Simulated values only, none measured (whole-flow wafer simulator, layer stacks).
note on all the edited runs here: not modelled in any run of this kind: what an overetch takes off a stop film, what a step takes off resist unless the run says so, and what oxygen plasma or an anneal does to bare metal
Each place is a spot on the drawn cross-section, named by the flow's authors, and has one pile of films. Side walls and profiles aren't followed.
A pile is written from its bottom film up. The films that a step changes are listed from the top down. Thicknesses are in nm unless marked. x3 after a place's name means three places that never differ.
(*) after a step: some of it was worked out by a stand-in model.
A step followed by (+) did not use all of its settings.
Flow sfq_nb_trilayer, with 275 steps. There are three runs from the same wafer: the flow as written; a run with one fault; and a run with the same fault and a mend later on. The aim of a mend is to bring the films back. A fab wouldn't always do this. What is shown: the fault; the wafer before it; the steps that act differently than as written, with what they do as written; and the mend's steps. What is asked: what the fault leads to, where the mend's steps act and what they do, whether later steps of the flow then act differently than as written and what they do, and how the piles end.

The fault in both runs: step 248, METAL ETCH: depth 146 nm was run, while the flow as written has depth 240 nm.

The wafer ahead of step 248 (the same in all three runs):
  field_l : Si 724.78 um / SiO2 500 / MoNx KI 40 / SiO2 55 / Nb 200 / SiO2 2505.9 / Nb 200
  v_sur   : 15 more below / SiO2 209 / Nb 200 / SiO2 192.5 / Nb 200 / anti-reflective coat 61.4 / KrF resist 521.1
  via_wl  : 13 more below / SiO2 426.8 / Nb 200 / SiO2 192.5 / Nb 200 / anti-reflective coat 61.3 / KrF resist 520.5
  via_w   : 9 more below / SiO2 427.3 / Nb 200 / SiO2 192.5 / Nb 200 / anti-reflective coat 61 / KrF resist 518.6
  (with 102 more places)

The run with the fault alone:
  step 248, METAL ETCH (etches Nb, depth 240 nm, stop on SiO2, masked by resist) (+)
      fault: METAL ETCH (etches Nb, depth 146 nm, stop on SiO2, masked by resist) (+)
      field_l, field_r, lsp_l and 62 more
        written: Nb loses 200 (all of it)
        fault: Nb loses 146
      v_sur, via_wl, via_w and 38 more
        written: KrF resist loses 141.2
        fault: KrF resist loses 85.9
  Later steps of the flow acting differently than as written:
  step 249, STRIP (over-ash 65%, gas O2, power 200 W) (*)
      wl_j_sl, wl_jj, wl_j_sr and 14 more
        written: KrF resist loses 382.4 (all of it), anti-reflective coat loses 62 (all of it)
        fault: KrF resist loses 437.7 (all of it), anti-reflective coat loses 62 (all of it)
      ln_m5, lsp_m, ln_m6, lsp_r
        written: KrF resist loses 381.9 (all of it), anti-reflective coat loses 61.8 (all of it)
        fault: KrF resist loses 437.2 (all of it), anti-reflective coat loses 61.8 (all of it)
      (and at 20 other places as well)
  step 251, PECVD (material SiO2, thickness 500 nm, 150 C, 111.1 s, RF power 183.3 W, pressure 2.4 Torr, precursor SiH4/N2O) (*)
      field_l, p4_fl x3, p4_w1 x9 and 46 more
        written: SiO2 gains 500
        fault: SiO2 gains 500 (new film)
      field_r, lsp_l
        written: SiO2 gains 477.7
        fault: SiO2 gains 483.7 (new film)
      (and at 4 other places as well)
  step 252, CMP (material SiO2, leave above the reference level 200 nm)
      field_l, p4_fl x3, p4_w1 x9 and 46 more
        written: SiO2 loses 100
        fault: SiO2 loses 154
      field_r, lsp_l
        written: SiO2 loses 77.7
        fault: SiO2 loses 137.7
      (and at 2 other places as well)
  By the end, the piles at field_l, field_r, lsp_l and 62 more depart from the flow's by more than 2% or 0.5 nm, whichever is larger.
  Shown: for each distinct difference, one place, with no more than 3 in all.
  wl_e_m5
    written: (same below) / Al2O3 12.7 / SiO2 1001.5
    fault: (same below) / Al2O3 12.7 / SiO2 601.5 / Nb 54 / SiO2 346
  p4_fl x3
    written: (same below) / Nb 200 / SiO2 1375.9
    fault: (same below) / Nb 200 / SiO2 975.9 / Nb 54 / SiO2 346
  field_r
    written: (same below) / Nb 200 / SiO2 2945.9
    fault: (same below) / Nb 200 / SiO2 2545.9 / Nb 54 / SiO2 346

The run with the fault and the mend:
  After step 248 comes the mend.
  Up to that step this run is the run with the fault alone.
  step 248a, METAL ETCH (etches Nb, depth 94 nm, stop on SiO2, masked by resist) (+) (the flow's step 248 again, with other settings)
      field_l, field_r, lsp_l and 62 more
        Nb loses 54 (all of it)
      v_sur, via_wl, via_w and 38 more
        KrF resist loses 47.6
  Later steps of the flow acting differently than as written:
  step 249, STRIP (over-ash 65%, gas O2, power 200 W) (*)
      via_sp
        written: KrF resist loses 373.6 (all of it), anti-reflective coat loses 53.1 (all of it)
        mend: KrF resist loses 381.3 (all of it), anti-reflective coat loses 53.1 (all of it)
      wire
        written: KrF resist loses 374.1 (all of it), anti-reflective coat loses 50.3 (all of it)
        mend: KrF resist loses 381.8 (all of it), anti-reflective coat loses 50.3 (all of it)
  At every place that both follow, the piles at the end match the flow's.
